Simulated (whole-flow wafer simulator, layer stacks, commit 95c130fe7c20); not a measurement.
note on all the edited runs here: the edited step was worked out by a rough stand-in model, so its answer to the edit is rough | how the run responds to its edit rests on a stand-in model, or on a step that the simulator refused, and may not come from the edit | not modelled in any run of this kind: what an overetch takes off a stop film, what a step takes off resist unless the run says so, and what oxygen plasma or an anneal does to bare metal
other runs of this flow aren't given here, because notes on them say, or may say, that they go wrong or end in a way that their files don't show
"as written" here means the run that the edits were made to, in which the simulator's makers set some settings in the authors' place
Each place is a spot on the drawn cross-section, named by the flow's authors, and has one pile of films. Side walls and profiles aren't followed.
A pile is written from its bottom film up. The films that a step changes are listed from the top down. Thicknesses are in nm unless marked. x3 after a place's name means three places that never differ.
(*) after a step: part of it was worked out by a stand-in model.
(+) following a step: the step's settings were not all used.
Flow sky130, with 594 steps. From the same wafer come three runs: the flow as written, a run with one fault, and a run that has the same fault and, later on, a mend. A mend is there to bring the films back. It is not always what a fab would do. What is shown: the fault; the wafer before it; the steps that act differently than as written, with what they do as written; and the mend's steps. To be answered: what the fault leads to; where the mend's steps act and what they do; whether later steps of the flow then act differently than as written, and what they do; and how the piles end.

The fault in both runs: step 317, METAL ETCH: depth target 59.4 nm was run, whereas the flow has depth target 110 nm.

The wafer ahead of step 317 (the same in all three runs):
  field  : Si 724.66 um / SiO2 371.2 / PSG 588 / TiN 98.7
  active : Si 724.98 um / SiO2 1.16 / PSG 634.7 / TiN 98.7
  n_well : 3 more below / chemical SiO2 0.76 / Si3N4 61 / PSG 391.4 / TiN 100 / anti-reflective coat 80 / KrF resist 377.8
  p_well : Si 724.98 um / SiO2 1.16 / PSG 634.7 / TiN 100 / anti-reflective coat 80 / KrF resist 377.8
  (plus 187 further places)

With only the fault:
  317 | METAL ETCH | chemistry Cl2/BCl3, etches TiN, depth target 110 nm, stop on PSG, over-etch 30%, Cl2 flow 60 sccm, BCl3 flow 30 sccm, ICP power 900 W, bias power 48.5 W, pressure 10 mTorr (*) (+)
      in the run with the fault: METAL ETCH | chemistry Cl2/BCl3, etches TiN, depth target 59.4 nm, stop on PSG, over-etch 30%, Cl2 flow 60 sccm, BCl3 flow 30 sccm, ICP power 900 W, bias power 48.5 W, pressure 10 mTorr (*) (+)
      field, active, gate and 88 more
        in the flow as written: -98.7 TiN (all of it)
        in the run with the fault: -59.4 TiN
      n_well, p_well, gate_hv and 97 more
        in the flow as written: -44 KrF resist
        in the run with the fault: -23.8 KrF resist
  Steps later in the flow that act otherwise than as written (not shown: 9 more steps that differ only slightly, by at most 2% or 0.5 nm, whichever is larger):
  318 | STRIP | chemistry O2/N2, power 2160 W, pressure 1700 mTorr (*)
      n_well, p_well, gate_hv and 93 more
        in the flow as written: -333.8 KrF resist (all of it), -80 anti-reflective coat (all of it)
        in the run with the fault: -354.1 KrF resist (all of it), -80 anti-reflective coat (all of it)
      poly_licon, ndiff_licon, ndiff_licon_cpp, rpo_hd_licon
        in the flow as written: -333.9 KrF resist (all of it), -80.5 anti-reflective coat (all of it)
        in the run with the fault: -354.1 KrF resist (all of it), -80.5 anti-reflective coat (all of it)
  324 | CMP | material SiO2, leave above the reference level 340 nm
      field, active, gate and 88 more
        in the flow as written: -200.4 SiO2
        in the run with the fault: -239.3 SiO2
  At field, active, gate and 90 more, the piles at the end differ from the flow's by more than 2% or 0.5 nm, whichever is larger.
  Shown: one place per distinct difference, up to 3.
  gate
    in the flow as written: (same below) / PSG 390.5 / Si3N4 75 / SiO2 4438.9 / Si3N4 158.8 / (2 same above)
    in the run with the fault: (same below) / PSG 390.5 / TiN 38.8 / Si3N4 75 / SiO2 4400.1 / Si3N4 158.8 / (2 same above)
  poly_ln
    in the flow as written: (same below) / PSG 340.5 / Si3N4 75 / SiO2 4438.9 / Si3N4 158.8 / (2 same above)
    in the run with the fault: (same below) / PSG 340.5 / TiN 38.8 / Si3N4 75 / SiO2 4400.1 / Si3N4 158.8 / (2 same above)
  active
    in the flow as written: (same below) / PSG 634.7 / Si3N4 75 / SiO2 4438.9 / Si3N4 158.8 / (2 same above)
    in the run with the fault: (same below) / PSG 634.7 / TiN 38.8 / Si3N4 75 / SiO2 4400.1 / Si3N4 158.8 / (2 same above)

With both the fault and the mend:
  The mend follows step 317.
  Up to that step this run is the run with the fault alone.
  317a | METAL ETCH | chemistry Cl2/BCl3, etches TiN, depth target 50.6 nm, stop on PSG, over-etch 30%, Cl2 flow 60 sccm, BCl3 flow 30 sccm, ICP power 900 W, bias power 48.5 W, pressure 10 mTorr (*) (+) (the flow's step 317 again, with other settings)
      n_well, p_well, gate_hv and 97 more
        -20.2 KrF resist
      field, active, gate and 88 more
        -39.3 TiN (all of it)
  Later steps of the flow that are run all act as written at every place that is followed.
  By the end, the piles equal the flow's at every place that both follow.
